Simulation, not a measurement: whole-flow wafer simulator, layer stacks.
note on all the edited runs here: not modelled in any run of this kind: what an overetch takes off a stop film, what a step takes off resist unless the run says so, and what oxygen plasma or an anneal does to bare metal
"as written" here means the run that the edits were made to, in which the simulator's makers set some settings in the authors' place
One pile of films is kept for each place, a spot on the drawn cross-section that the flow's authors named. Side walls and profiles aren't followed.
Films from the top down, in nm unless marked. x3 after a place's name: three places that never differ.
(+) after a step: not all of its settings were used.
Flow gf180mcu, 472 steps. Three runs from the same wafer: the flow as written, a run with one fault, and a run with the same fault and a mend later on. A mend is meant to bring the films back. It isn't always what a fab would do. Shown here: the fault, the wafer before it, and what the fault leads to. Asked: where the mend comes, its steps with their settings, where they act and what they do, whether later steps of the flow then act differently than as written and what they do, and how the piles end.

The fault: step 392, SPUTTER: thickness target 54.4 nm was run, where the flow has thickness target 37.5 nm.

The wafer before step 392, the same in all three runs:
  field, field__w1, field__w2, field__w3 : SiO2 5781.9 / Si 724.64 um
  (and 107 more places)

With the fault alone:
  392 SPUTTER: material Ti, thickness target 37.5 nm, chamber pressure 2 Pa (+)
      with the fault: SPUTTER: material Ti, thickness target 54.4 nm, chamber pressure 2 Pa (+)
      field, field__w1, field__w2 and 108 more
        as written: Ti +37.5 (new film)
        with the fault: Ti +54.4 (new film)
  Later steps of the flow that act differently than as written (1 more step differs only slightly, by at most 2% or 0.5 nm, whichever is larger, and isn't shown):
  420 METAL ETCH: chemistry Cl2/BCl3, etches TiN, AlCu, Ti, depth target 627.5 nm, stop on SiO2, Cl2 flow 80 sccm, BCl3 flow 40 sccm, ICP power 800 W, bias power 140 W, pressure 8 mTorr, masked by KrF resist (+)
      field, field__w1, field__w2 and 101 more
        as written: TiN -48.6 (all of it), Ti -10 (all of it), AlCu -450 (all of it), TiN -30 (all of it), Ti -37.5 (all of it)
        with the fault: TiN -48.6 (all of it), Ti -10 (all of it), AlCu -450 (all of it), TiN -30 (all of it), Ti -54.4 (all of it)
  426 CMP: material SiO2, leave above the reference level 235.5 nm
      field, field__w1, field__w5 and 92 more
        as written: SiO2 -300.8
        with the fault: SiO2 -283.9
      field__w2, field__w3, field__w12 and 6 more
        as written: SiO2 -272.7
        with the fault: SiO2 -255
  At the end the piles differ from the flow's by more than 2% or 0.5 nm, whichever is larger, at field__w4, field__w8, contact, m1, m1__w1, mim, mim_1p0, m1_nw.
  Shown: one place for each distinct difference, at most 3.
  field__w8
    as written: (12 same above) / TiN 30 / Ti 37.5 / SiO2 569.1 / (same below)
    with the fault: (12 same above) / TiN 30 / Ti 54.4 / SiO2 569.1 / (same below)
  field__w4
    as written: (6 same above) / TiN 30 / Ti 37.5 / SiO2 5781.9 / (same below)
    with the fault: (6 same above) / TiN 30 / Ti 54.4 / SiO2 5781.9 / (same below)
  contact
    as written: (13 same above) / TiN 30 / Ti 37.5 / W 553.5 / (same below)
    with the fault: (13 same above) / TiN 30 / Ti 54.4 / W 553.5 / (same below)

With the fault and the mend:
  The mend comes after step 392.
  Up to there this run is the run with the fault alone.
  392a METAL ETCH: chemistry Cl2/BCl3, etches TiN, AlCu, Ti, depth target 16.9 nm, Cl2 flow 80 sccm, BCl3 flow 40 sccm, ICP power 800 W, bias power 140 W, pressure 8 mTorr (the flow's step 260 once more, with other settings)
      field, field__w1, field__w2 and 108 more
        Ti -16.9
  No later step of the flow acts differently than as written at any place that is followed.
  At the end the piles are the same as the flow's at every place that both follow.
